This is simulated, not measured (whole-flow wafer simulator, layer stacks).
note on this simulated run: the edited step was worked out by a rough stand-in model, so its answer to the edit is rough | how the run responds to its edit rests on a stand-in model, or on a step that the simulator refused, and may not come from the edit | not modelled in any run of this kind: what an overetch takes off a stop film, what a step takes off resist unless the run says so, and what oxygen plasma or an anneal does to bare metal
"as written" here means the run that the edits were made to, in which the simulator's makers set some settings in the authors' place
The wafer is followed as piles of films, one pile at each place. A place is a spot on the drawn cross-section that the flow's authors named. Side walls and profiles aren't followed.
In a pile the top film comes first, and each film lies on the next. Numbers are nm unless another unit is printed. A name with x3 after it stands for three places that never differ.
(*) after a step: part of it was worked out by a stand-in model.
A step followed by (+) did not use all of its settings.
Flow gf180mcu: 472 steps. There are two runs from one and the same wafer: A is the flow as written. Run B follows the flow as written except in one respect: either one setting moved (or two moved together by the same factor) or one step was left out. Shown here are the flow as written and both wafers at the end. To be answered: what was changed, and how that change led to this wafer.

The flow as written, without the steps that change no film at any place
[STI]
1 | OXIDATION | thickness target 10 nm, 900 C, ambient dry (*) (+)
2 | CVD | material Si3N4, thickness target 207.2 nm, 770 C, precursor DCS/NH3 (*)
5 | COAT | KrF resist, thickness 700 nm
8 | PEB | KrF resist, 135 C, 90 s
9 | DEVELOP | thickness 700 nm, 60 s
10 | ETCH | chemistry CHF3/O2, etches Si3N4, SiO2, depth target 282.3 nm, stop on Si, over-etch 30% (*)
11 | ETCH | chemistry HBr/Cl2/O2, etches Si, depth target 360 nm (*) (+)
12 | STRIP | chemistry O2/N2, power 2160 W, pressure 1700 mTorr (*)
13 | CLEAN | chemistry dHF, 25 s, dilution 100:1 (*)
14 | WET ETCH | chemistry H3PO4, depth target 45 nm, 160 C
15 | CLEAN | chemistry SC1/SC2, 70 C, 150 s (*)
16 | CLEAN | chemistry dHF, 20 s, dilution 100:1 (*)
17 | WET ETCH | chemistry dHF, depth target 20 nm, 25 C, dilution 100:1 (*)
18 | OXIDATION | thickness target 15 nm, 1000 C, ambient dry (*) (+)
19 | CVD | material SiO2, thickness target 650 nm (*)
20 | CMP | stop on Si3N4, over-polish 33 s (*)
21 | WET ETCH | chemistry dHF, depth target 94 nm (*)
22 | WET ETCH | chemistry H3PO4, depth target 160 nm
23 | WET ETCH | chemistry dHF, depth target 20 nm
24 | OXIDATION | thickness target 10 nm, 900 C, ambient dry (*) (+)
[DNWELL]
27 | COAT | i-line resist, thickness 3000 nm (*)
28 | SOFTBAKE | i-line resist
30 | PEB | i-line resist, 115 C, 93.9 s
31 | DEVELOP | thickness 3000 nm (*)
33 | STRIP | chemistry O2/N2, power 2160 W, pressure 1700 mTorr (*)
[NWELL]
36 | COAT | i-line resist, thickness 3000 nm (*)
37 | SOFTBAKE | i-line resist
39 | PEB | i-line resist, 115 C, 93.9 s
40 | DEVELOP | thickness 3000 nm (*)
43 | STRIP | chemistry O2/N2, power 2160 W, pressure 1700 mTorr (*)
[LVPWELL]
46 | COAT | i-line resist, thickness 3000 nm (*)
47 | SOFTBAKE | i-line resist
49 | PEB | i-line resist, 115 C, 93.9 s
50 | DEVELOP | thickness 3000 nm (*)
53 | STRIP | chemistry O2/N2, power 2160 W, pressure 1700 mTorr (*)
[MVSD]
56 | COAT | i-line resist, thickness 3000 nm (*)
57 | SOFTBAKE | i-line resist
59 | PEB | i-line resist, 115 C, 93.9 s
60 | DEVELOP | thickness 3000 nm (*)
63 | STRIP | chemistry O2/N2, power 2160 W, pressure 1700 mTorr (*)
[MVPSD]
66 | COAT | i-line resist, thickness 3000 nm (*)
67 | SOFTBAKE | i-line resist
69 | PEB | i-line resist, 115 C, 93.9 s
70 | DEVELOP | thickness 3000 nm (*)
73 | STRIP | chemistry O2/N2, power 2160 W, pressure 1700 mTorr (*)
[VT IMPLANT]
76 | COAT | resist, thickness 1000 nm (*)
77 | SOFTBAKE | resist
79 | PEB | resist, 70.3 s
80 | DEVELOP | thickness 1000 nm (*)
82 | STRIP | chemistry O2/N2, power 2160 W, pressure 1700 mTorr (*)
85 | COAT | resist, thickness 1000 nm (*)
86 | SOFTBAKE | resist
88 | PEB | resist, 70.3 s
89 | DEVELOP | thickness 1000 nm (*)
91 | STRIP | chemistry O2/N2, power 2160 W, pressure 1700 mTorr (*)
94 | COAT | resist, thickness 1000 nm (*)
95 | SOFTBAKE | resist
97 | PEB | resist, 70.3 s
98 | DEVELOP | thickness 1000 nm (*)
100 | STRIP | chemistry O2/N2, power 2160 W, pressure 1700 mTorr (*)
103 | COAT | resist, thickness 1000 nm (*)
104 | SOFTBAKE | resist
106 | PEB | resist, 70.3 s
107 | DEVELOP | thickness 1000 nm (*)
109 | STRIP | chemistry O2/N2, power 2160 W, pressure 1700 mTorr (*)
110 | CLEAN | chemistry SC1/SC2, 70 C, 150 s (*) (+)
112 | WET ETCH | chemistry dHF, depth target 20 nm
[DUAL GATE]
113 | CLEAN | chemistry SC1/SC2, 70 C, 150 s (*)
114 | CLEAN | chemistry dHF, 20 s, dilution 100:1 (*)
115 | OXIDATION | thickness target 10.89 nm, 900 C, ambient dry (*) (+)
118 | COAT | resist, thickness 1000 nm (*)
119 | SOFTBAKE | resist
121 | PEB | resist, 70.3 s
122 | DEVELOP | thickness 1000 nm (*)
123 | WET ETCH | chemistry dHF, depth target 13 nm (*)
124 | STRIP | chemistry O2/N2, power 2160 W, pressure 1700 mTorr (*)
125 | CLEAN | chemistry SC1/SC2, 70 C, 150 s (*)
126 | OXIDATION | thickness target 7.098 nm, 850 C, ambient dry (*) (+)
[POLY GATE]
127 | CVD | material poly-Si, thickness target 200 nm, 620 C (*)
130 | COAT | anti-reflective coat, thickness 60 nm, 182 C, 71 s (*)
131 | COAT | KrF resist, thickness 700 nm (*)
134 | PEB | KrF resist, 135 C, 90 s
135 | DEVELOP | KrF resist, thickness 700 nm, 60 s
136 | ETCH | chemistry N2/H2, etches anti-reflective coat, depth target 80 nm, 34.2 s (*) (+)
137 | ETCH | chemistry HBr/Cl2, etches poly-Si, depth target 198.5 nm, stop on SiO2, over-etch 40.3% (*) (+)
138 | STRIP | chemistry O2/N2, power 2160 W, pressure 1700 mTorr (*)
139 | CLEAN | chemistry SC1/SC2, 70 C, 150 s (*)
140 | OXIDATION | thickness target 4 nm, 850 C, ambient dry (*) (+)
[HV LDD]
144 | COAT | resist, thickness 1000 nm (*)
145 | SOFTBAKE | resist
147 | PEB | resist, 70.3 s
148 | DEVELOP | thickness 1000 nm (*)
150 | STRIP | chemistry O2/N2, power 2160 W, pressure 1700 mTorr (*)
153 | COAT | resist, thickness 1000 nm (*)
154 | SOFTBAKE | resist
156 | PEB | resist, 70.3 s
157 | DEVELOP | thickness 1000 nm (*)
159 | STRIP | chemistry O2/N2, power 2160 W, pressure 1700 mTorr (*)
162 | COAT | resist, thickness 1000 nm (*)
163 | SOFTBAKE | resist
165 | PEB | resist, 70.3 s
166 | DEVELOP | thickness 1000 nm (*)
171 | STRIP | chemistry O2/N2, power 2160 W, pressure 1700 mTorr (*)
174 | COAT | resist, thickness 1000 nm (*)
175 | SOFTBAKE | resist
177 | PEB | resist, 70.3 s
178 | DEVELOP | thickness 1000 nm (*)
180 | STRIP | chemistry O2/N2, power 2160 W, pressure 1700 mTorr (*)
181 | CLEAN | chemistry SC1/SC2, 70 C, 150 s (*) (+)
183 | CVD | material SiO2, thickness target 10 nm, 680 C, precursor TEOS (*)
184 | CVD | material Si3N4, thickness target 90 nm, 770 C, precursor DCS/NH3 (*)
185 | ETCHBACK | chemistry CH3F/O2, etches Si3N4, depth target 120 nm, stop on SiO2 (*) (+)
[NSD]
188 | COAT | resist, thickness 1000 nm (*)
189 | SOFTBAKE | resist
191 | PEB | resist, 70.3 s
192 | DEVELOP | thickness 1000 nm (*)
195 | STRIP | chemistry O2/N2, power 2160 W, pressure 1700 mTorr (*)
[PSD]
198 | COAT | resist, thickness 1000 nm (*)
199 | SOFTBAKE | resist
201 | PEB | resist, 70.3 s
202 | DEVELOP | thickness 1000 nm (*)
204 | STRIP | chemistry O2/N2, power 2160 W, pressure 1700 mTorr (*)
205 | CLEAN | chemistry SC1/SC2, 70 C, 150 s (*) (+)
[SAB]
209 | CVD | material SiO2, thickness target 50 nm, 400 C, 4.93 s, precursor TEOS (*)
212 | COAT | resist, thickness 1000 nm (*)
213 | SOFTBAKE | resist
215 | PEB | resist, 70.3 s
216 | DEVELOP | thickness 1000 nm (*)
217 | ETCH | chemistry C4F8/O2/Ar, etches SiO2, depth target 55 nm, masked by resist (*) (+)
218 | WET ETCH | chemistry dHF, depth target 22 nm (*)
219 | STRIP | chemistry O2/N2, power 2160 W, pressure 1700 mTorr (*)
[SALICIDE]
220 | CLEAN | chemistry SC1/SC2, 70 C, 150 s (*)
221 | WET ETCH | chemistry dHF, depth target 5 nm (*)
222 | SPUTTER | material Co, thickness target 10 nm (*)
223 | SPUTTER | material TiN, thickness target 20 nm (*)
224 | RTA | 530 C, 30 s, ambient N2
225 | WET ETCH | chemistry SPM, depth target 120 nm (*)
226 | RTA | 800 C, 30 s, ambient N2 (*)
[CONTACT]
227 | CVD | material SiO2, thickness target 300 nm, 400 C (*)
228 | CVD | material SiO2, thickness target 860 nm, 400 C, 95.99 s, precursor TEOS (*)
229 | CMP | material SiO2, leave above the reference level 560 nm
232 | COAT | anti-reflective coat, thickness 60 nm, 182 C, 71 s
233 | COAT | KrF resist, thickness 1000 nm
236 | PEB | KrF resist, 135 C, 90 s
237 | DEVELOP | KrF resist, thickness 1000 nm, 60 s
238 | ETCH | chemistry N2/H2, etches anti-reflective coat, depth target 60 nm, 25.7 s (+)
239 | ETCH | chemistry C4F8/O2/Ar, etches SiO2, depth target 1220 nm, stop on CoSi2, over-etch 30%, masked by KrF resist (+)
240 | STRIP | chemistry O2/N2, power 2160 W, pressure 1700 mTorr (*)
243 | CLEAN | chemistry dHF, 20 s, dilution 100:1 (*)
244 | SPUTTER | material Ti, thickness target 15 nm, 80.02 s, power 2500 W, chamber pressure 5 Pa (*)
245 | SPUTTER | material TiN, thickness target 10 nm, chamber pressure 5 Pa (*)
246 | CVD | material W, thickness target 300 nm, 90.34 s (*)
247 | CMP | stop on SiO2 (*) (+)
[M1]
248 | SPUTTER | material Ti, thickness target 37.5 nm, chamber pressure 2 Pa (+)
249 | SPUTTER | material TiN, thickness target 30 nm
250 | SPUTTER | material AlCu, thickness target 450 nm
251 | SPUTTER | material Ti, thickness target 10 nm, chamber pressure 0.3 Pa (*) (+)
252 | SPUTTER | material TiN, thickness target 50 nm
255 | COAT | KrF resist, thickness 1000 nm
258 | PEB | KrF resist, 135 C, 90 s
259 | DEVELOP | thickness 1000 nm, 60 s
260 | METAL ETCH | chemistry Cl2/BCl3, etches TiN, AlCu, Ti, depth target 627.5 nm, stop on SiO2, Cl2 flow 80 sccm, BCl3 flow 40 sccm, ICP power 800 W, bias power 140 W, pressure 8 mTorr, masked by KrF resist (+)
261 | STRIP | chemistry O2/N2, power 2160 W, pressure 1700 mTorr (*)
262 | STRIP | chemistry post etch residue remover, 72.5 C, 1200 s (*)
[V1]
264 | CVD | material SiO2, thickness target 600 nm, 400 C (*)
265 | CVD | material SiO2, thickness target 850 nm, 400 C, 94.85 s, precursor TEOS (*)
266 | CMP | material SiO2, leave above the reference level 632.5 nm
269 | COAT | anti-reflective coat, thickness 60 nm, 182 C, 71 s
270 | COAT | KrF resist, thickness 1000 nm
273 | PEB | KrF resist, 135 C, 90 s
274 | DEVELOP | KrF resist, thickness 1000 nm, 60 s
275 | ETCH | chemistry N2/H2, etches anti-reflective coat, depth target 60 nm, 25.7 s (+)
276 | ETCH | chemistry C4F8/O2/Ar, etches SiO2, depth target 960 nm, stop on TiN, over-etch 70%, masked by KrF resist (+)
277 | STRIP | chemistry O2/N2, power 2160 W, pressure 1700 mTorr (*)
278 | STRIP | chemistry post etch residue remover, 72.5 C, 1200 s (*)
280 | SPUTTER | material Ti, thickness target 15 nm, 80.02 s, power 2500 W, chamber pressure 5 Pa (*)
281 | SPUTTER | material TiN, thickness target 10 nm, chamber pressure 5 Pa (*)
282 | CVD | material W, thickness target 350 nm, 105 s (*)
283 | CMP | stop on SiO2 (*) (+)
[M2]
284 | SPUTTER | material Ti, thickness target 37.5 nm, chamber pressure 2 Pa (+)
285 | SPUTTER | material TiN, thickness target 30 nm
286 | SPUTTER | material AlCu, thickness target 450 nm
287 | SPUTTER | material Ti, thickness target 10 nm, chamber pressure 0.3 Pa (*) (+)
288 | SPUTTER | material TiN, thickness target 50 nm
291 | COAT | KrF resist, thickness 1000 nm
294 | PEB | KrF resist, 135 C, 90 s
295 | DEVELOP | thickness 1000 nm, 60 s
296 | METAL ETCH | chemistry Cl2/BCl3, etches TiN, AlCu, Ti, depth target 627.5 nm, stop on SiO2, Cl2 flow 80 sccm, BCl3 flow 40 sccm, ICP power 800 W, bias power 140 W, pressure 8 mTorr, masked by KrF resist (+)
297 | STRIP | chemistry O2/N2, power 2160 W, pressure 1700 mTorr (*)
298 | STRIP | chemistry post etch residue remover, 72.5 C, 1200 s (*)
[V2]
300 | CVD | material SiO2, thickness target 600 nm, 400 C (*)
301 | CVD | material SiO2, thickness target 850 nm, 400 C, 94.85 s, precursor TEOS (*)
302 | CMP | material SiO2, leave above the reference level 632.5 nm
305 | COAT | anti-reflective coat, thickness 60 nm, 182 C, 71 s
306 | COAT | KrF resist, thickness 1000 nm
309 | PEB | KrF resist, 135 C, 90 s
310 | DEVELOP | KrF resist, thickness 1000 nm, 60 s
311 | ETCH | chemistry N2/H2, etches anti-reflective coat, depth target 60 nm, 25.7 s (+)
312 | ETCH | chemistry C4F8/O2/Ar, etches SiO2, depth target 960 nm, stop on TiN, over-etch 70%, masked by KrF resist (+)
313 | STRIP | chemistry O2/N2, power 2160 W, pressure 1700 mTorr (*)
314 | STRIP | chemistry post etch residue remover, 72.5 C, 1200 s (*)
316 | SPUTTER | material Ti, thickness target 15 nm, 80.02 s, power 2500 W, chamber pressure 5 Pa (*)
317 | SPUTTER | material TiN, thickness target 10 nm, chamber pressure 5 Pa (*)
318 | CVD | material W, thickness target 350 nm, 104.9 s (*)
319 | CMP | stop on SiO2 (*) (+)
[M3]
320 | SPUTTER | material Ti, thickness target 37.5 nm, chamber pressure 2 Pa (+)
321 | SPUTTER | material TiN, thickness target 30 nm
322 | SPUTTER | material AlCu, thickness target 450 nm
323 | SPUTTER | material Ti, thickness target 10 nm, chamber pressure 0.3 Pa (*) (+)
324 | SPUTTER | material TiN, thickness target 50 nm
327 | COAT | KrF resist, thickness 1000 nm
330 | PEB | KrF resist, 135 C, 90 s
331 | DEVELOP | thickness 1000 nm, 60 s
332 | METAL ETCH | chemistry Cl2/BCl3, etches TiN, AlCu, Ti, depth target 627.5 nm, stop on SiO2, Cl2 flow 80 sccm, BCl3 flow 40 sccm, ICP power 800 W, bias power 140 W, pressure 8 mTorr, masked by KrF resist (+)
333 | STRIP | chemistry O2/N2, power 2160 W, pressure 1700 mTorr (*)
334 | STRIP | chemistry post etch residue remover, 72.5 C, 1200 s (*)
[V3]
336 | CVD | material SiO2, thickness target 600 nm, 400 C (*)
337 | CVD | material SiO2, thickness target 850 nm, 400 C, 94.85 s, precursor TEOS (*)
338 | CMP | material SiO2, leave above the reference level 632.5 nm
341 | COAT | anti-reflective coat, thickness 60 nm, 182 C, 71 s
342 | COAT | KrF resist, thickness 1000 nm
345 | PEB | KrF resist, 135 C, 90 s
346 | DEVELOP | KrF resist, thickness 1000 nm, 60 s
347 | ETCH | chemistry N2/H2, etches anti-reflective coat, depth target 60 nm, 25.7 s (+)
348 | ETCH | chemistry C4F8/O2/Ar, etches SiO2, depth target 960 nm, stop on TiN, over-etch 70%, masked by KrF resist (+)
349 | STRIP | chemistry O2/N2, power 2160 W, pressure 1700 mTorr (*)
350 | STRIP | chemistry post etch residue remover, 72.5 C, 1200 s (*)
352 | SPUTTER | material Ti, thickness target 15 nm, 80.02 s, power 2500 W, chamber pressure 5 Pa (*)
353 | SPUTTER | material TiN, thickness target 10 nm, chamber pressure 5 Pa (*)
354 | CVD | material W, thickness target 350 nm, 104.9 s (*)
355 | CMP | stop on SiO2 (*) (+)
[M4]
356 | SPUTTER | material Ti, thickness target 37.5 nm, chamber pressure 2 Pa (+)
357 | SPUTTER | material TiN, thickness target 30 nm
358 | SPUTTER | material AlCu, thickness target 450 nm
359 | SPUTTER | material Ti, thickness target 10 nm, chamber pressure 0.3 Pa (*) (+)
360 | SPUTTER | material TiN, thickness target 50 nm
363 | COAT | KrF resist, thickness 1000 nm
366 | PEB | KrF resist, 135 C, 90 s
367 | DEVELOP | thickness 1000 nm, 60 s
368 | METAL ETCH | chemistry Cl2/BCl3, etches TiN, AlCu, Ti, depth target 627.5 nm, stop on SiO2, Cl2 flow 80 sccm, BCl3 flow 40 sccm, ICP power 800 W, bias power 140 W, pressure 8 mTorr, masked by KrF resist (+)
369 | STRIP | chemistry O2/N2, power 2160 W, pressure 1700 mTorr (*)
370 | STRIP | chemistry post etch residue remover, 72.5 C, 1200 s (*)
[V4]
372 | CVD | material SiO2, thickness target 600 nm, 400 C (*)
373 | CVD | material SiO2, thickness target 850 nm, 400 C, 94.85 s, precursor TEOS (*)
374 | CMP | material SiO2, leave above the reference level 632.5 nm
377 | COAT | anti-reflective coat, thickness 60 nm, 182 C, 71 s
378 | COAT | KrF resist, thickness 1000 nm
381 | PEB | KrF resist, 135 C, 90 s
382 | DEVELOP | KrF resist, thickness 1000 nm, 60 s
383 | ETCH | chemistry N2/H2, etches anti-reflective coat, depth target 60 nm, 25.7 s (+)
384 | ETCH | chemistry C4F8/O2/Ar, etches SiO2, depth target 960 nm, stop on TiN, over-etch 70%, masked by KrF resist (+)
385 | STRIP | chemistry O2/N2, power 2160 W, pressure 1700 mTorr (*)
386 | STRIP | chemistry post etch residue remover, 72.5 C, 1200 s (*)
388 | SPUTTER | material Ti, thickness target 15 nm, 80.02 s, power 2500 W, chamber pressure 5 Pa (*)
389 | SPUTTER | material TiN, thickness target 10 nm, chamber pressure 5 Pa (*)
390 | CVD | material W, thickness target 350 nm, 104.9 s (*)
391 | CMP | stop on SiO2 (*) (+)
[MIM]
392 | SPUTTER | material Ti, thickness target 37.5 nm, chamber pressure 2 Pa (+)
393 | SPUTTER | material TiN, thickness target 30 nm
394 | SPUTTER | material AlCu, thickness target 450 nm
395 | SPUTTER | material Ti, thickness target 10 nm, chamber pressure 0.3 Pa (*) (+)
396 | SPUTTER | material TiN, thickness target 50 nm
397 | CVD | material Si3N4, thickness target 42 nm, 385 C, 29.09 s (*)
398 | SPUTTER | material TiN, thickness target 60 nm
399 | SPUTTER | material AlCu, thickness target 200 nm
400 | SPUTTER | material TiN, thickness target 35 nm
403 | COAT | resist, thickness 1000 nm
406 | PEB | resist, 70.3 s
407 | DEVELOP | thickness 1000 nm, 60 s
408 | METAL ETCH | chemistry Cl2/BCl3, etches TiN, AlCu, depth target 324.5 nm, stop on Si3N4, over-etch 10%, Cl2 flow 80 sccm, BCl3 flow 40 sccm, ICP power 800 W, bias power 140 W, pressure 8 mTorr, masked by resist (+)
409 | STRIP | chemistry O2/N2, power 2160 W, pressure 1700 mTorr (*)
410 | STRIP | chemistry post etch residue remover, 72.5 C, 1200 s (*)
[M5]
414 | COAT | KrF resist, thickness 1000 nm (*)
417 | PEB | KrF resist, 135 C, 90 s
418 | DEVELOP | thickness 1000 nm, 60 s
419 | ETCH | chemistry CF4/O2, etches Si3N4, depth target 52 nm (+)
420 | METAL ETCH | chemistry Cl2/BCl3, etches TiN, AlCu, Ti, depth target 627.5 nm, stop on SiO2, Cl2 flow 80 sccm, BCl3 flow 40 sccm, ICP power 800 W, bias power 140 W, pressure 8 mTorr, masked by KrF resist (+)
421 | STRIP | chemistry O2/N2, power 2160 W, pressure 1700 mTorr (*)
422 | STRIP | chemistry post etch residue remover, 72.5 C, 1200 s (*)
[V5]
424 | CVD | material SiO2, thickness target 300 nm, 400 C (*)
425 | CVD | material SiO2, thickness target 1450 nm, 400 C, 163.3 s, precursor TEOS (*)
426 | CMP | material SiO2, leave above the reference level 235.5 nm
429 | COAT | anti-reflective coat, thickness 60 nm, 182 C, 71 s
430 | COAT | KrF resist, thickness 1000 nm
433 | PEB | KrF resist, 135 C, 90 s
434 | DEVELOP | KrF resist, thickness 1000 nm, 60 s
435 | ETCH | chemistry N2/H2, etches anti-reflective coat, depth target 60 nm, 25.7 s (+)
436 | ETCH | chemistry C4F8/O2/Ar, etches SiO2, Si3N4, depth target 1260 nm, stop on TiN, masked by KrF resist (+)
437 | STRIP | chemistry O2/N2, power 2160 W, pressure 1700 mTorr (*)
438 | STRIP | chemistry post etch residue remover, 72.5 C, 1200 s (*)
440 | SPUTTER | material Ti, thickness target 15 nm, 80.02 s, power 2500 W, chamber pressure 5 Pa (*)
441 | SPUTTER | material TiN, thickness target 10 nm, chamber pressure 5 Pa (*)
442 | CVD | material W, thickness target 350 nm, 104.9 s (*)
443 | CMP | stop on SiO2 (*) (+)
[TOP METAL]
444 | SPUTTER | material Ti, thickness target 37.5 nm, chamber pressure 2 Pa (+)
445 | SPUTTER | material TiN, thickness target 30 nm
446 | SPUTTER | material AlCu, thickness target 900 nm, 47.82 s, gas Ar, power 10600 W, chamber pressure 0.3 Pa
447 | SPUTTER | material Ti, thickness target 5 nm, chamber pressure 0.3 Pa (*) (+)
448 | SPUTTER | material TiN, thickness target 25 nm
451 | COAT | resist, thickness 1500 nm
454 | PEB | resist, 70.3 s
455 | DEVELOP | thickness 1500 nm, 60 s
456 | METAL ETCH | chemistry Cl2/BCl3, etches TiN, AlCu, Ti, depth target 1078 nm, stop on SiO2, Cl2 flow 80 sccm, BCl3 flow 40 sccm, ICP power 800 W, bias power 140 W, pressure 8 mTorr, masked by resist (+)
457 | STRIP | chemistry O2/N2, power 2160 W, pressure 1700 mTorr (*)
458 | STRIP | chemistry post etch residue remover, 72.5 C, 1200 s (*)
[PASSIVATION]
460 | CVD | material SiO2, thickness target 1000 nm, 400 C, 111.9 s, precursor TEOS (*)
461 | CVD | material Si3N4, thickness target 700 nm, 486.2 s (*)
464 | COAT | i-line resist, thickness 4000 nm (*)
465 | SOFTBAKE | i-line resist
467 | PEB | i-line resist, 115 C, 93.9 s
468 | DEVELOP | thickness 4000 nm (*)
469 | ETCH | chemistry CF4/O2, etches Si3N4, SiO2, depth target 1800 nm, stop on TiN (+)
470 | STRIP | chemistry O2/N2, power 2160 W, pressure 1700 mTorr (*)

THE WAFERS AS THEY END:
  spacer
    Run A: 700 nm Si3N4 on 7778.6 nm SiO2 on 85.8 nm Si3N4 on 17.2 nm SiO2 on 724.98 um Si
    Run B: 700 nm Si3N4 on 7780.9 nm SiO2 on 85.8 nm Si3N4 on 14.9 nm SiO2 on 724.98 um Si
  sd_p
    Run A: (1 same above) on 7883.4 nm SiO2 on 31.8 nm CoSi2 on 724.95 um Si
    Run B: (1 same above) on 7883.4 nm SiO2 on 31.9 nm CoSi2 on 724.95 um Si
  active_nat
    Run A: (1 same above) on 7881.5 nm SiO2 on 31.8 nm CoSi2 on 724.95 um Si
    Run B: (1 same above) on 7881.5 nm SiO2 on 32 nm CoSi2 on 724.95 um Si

Cause: step 183, CVD: thickness target 7.7 nm was run, though the flow has thickness target 10 nm.

How this came from the change, step by step:
  183 | CVD | material SiO2, thickness target 10 nm, 680 C, precursor TEOS (*)
      field, field__w1, field__w2 and 99 more: A +10 SiO2 | B +7.7 SiO2
      ld_drift_p: A +9.87 SiO2 | B +7.6 SiO2
      (as well as at 1 more place)
  189 | SOFTBAKE | resist
      field: A +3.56 resist | B -0.36 resist
      active_hv: A +2.68 resist | B -0.5 resist
      (as well as at 3 more places)
  199 | SOFTBAKE | resist
      field: A +3.56 resist | B -0.36 resist
      active_hv: A +2.68 resist | B -0.5 resist
      (as well as at 3 more places)
  218 | WET ETCH | chemistry dHF, depth target 22 nm (*)
      gate, gate_hv, gate_p and 23 more: A -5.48 SiO2 (all of it) | B -3.18 SiO2 (all of it)
      active, p_well, sd_n, iso_ptap_pw, iso_ntap_nw, iso_ptap_sub, vpnp_e: A -9.01 SiO2 (all of it) | B -6.71 SiO2 (all of it)
      (as well as at 16 more places)
